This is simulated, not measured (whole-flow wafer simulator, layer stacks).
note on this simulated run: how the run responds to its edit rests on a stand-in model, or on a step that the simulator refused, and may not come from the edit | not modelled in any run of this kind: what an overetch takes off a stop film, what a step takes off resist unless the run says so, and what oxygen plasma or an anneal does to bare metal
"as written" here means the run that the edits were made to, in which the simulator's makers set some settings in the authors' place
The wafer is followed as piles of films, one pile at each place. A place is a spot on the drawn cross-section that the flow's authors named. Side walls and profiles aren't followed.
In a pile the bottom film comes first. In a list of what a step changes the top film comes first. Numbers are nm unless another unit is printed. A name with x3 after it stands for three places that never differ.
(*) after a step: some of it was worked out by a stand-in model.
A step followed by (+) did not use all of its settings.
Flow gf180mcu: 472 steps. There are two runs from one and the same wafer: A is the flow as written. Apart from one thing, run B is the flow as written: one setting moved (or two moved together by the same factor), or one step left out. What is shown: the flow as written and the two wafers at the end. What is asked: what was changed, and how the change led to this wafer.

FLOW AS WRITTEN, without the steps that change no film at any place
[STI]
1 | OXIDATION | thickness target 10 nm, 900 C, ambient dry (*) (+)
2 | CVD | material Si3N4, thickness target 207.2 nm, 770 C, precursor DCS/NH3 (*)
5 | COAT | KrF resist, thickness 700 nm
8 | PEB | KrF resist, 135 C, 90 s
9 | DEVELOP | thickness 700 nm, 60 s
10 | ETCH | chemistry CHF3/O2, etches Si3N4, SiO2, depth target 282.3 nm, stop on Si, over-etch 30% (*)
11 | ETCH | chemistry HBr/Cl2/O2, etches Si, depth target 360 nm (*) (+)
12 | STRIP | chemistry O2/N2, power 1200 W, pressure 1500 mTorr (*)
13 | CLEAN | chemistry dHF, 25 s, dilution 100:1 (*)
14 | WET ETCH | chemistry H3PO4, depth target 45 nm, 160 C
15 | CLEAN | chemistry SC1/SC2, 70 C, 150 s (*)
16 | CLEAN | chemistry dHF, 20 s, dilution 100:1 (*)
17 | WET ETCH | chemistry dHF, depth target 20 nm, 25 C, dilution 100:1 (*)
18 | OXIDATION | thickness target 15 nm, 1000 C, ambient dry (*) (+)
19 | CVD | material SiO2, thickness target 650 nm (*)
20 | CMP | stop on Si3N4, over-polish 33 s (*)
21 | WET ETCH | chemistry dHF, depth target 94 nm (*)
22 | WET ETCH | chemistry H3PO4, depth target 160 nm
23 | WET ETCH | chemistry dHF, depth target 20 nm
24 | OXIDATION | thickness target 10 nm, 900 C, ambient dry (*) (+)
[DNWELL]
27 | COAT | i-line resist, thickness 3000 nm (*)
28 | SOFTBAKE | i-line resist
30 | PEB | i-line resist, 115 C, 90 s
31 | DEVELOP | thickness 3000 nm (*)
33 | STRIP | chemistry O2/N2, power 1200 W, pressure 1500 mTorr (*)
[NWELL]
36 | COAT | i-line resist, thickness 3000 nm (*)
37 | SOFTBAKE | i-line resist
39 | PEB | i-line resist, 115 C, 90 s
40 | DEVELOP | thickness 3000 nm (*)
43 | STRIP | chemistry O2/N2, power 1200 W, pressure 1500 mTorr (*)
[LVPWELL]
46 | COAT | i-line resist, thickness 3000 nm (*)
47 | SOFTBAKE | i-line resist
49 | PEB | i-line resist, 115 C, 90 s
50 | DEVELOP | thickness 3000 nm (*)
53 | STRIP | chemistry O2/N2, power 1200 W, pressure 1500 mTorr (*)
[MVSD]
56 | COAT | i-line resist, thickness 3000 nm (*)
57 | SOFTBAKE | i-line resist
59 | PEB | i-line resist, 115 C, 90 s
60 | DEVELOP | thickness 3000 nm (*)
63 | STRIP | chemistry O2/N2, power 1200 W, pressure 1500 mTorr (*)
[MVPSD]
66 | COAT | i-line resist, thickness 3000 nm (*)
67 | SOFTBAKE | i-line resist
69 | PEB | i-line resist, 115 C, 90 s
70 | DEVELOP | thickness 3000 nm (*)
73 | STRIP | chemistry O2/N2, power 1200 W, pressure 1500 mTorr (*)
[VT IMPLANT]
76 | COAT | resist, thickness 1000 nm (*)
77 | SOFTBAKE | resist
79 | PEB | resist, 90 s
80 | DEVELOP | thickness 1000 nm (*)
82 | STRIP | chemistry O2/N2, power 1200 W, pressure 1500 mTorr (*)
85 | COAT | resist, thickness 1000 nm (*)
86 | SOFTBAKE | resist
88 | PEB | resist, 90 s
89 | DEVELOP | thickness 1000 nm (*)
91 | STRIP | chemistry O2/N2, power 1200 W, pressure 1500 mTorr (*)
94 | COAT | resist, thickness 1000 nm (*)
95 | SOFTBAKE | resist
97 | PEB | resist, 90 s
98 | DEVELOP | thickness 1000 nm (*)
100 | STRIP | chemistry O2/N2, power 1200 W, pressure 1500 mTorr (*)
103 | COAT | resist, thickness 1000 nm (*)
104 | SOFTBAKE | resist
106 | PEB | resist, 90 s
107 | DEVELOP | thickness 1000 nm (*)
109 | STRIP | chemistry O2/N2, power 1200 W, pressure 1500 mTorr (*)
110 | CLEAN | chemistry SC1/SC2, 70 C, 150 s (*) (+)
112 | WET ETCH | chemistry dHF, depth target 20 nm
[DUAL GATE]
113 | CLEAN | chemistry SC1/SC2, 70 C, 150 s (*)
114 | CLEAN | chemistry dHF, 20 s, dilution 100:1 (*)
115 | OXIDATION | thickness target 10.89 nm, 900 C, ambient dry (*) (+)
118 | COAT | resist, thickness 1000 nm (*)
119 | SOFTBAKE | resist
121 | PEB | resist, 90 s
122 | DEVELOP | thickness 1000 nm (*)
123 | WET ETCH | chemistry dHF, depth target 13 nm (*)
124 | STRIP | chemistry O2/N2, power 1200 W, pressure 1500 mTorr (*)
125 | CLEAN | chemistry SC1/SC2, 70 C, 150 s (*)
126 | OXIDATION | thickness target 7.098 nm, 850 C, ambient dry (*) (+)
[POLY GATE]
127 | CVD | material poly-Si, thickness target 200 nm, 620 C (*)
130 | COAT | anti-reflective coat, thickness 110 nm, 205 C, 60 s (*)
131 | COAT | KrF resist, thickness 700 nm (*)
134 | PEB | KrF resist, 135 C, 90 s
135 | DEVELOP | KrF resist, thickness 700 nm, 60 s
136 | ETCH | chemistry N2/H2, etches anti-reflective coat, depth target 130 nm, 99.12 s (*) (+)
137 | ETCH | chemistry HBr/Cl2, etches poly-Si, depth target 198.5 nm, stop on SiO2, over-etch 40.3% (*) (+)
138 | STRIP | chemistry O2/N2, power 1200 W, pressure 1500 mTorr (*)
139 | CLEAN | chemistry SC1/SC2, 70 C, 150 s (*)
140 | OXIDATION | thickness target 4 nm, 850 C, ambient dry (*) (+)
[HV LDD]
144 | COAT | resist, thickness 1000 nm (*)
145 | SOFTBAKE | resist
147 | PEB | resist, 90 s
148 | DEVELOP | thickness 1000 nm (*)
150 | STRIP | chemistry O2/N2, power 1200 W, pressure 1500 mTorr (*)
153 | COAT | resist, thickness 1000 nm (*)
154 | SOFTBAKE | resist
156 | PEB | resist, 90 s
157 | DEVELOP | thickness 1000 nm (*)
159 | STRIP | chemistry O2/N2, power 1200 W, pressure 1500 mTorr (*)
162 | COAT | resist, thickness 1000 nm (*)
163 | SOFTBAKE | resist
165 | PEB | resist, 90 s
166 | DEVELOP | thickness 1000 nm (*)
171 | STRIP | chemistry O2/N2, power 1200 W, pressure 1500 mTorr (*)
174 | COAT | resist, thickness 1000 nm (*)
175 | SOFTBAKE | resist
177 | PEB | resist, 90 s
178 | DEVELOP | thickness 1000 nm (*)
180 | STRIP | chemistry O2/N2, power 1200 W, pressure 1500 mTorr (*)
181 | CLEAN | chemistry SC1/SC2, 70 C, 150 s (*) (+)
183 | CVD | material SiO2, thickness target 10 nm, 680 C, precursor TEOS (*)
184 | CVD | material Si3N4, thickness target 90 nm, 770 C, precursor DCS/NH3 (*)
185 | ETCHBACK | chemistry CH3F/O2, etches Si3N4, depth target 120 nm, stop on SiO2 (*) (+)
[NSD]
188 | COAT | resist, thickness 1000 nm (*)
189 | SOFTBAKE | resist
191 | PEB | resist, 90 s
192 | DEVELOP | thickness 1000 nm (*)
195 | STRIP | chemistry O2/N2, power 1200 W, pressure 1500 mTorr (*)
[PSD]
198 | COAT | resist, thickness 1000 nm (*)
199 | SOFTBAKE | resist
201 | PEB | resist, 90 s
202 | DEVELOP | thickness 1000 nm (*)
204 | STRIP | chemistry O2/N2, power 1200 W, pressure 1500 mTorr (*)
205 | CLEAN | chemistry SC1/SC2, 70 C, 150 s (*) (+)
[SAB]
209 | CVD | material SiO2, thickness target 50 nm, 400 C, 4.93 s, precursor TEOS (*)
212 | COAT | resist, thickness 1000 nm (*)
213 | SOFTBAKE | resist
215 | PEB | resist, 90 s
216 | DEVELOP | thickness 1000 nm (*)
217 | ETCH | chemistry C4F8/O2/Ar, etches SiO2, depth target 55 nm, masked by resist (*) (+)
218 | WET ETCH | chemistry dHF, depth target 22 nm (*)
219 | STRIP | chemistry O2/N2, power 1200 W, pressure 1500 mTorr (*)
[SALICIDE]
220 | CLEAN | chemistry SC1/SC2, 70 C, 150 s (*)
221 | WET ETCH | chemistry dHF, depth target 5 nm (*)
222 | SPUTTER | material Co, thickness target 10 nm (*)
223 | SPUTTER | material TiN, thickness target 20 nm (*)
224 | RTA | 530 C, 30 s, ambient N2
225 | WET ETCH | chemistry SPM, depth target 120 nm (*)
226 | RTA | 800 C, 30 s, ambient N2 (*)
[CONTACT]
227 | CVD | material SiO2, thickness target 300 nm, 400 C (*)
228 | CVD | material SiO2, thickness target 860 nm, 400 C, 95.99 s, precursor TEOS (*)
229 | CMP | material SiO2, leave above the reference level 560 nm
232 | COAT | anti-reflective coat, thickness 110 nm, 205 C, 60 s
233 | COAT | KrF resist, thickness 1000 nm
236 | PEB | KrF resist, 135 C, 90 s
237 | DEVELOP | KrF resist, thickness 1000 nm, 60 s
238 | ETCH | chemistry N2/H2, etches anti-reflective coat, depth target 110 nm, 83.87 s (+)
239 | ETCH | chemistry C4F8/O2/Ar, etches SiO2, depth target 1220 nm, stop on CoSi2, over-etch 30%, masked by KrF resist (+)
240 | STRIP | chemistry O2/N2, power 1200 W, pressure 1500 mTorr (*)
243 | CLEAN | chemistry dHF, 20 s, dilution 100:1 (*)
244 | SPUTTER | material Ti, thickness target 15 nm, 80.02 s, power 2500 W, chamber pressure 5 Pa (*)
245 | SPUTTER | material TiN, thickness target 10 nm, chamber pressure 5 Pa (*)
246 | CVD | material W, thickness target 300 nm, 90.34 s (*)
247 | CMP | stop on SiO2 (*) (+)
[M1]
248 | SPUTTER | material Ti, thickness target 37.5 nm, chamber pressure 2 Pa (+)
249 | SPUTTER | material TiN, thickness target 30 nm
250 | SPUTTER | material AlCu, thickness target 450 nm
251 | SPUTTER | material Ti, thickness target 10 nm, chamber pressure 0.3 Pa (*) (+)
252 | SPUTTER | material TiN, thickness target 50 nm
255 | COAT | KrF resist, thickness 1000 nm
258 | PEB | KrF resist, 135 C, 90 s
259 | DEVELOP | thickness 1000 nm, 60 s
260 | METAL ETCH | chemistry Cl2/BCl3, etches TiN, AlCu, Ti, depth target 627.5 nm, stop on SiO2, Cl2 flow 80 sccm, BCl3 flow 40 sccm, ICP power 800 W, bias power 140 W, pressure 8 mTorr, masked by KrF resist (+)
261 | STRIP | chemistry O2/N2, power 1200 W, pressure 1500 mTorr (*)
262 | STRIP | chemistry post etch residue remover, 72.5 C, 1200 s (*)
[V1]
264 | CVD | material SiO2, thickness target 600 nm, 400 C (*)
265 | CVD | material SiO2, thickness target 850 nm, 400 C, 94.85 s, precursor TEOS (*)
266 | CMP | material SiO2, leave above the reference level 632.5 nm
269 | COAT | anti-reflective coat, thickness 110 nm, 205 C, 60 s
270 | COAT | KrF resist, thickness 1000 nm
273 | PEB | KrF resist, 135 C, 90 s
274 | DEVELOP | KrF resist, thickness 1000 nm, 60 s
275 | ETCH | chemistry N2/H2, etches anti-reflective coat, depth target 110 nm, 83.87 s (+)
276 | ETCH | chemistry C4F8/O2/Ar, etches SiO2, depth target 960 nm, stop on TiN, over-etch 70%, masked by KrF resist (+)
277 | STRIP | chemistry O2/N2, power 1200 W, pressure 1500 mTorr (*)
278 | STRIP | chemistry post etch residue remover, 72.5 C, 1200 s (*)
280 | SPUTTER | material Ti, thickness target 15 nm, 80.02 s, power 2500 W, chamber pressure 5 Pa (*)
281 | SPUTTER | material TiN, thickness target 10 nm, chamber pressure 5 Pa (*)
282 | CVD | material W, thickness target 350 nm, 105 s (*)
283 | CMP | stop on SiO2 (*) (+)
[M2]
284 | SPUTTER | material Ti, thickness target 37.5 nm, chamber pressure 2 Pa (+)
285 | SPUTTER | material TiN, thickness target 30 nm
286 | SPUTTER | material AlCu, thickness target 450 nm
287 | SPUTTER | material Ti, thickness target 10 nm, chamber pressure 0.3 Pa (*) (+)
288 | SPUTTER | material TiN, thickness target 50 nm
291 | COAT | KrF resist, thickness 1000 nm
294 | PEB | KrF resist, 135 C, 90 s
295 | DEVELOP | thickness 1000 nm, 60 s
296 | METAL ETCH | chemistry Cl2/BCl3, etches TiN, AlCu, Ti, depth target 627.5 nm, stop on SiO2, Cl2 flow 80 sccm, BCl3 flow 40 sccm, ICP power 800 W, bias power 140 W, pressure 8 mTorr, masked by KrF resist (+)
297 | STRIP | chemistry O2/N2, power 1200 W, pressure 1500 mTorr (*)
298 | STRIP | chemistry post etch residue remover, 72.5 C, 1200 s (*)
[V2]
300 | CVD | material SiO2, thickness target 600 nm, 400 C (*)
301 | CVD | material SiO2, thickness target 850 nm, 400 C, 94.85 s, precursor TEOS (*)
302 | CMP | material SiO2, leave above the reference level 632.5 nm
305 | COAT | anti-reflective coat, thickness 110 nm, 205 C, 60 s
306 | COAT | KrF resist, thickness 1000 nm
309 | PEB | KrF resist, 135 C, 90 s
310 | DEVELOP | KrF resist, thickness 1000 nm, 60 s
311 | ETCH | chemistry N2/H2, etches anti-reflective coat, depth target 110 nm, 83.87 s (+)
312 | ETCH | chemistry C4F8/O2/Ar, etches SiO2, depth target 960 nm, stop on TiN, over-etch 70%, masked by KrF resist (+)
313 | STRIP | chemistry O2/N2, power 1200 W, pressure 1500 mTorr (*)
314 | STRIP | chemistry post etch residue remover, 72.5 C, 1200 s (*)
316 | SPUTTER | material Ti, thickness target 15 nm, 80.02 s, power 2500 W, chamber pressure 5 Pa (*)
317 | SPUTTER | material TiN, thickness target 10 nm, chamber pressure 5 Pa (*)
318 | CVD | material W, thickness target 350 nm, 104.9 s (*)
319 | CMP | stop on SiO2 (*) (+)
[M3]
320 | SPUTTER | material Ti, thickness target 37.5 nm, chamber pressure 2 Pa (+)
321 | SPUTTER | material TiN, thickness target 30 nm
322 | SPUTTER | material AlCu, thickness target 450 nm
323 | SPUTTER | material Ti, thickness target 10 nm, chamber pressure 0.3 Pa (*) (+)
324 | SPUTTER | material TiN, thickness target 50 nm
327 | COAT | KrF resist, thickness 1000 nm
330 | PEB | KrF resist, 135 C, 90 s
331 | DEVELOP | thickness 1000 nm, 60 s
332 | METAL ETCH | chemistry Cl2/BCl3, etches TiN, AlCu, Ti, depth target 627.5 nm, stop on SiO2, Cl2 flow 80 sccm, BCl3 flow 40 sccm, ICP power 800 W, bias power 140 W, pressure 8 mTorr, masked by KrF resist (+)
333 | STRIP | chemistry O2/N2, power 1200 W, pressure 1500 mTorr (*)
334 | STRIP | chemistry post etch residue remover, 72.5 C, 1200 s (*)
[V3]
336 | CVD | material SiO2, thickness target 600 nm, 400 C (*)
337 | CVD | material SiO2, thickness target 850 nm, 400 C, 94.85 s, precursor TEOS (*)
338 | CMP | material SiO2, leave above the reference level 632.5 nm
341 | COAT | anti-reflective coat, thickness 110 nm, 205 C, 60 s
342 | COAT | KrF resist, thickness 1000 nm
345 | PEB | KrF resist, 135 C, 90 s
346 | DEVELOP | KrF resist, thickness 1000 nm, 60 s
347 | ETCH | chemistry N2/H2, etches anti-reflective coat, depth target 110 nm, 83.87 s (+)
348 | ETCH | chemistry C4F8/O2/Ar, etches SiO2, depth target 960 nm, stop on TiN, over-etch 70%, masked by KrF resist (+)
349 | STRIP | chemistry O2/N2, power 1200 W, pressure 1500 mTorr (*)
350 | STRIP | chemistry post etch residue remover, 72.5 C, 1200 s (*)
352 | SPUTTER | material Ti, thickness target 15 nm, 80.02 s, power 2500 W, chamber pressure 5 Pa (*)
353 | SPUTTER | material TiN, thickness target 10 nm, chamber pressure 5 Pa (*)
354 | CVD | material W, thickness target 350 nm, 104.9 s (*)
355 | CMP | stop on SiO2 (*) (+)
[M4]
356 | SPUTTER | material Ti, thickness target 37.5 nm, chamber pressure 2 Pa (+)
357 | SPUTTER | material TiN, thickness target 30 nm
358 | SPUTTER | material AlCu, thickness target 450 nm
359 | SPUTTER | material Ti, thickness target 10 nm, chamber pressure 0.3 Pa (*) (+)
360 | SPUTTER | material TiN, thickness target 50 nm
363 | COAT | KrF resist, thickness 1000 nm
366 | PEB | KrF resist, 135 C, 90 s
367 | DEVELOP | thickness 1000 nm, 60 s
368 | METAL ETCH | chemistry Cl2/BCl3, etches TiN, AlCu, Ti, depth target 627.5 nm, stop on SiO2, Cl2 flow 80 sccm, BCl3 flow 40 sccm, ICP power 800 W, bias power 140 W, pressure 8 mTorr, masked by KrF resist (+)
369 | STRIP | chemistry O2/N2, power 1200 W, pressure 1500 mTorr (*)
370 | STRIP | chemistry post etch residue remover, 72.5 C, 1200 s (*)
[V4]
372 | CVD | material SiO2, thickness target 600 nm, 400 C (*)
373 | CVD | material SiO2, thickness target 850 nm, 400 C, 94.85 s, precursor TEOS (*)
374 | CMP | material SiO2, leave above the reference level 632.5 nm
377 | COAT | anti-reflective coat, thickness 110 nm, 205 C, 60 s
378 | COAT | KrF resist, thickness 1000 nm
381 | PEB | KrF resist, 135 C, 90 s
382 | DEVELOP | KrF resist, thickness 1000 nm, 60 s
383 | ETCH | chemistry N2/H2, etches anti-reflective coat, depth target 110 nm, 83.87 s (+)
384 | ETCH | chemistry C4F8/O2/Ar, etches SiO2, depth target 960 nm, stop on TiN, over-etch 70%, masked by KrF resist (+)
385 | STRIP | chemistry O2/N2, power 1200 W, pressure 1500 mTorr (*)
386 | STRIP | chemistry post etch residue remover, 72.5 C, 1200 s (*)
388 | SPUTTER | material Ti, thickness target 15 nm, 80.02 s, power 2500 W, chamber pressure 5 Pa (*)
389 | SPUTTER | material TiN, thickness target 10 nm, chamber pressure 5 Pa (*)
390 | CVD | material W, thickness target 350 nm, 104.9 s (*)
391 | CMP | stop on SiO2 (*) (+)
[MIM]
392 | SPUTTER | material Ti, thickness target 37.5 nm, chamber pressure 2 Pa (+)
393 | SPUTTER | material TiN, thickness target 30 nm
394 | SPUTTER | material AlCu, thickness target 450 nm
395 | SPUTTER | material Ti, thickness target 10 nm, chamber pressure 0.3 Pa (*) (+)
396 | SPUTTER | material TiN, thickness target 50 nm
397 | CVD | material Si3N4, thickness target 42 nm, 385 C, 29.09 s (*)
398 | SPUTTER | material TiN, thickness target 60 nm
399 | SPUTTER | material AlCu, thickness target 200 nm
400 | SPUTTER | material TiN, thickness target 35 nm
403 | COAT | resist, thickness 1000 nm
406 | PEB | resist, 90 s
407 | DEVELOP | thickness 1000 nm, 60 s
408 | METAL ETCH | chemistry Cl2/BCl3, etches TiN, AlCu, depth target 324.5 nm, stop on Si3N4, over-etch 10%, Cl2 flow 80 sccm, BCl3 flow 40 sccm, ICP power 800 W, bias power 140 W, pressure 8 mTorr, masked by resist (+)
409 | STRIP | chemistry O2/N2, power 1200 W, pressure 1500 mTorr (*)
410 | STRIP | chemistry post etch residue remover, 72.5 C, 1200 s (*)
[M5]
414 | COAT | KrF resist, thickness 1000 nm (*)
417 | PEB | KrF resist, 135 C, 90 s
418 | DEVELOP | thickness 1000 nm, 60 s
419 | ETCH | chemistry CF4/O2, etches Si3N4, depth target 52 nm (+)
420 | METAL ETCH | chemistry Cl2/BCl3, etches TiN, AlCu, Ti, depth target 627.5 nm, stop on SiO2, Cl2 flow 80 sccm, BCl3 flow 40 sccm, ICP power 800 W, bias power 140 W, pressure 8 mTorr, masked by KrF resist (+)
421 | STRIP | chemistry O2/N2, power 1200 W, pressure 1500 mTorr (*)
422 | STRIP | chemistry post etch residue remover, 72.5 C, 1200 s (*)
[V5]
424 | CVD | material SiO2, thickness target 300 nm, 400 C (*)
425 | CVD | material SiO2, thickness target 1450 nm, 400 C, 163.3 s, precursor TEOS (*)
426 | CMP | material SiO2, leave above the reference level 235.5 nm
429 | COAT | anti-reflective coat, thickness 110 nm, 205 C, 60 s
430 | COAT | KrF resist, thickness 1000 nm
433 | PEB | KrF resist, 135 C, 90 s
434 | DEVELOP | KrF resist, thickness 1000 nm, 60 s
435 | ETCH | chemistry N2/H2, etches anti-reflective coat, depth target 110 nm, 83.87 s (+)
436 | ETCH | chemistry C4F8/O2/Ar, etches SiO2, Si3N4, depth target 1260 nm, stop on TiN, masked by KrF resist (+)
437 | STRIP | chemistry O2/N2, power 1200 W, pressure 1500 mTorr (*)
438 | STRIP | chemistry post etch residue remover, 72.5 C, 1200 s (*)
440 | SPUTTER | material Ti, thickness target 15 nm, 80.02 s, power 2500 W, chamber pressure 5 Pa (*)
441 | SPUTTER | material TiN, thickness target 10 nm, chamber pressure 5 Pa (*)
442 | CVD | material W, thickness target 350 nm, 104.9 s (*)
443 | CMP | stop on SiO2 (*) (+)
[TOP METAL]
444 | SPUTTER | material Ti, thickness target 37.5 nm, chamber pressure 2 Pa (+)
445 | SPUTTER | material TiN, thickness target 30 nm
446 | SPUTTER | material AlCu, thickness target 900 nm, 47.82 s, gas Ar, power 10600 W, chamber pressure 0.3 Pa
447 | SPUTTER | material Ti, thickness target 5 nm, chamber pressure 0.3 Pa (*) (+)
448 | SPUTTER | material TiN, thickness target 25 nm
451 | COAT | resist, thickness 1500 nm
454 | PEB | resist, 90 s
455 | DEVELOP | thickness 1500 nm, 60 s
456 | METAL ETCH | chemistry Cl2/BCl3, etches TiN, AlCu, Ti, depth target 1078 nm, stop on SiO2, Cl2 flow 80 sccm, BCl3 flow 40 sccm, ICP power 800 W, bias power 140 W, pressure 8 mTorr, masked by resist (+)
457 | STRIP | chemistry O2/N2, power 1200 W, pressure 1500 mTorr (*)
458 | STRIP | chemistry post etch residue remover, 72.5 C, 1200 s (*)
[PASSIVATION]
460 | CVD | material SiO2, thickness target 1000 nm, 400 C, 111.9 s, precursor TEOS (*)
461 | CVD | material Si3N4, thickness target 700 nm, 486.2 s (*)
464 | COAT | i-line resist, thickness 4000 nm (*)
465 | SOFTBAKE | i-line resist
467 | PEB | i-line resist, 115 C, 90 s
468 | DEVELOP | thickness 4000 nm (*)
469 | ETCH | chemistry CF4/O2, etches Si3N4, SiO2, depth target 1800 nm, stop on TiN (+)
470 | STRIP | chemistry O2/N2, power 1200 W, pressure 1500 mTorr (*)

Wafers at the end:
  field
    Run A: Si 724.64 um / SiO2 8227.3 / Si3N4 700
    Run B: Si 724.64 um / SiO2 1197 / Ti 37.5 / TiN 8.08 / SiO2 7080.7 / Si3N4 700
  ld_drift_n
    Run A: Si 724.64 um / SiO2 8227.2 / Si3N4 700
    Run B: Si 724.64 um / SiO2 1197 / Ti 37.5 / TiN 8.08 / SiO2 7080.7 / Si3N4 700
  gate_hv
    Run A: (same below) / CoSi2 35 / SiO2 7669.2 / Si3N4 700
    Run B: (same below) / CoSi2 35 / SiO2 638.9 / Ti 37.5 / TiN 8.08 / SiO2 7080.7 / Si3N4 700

What caused this: step 249, SPUTTER: thickness target 36 nm was run, while the flow as written has thickness target 30 nm; step 250, SPUTTER: thickness target 540 nm was run, where the flow has thickness target 450 nm.

Step by step, how the change led to this:
  249 | SPUTTER | material TiN, thickness target 30 nm
      field, field__w1, field__w2 and 108 more: A TiN gains 30 (new film) | B TiN gains 36 (new film)
  250 | SPUTTER | material AlCu, thickness target 450 nm
      field, field__w1, field__w2 and 108 more: A AlCu gains 450 (new film) | B AlCu gains 540 (new film)
  260 | METAL ETCH | chemistry Cl2/BCl3, etches TiN, AlCu, Ti, depth target 627.5 nm, stop on SiO2, Cl2 flow 80 sccm, BCl3 flow 40 sccm, ICP power 800 W, bias power 140 W, pressure 8 mTorr, masked by KrF resist (+)
      field, field__w1, field__w2 and 99 more: A TiN loses 50 (all of it), Ti loses 10 (all of it), AlCu loses 450 (all of it), TiN loses 30 (all of it), Ti loses 37.5 (all of it) | B TiN loses 50 (all of it), Ti loses 10 (all of it), AlCu loses 540 (all of it), TiN loses 27.5
  264 | CVD | material SiO2, thickness target 600 nm, 400 C (*)
      field, field__w1, field__w2 and 99 more: A SiO2 gains 600 | B SiO2 gains 600 (new film)
  266 | CMP | material SiO2, leave above the reference level 632.5 nm
      field, field__w1, field__w2 and 99 more: A SiO2 loses 300 | B SiO2 loses 249.6
With metal films that touch counted as one body, field has 1 body; the flow as written gives 0 bodies.
With metal films that touch counted as one body, ld_drift_n has 1 body; the flow as written gives 0 bodies.
With metal films that touch counted as one body, gate_hv has 2 bodies (between them, from the top down: SiO2 638.9); the flow as written gives 1 body.
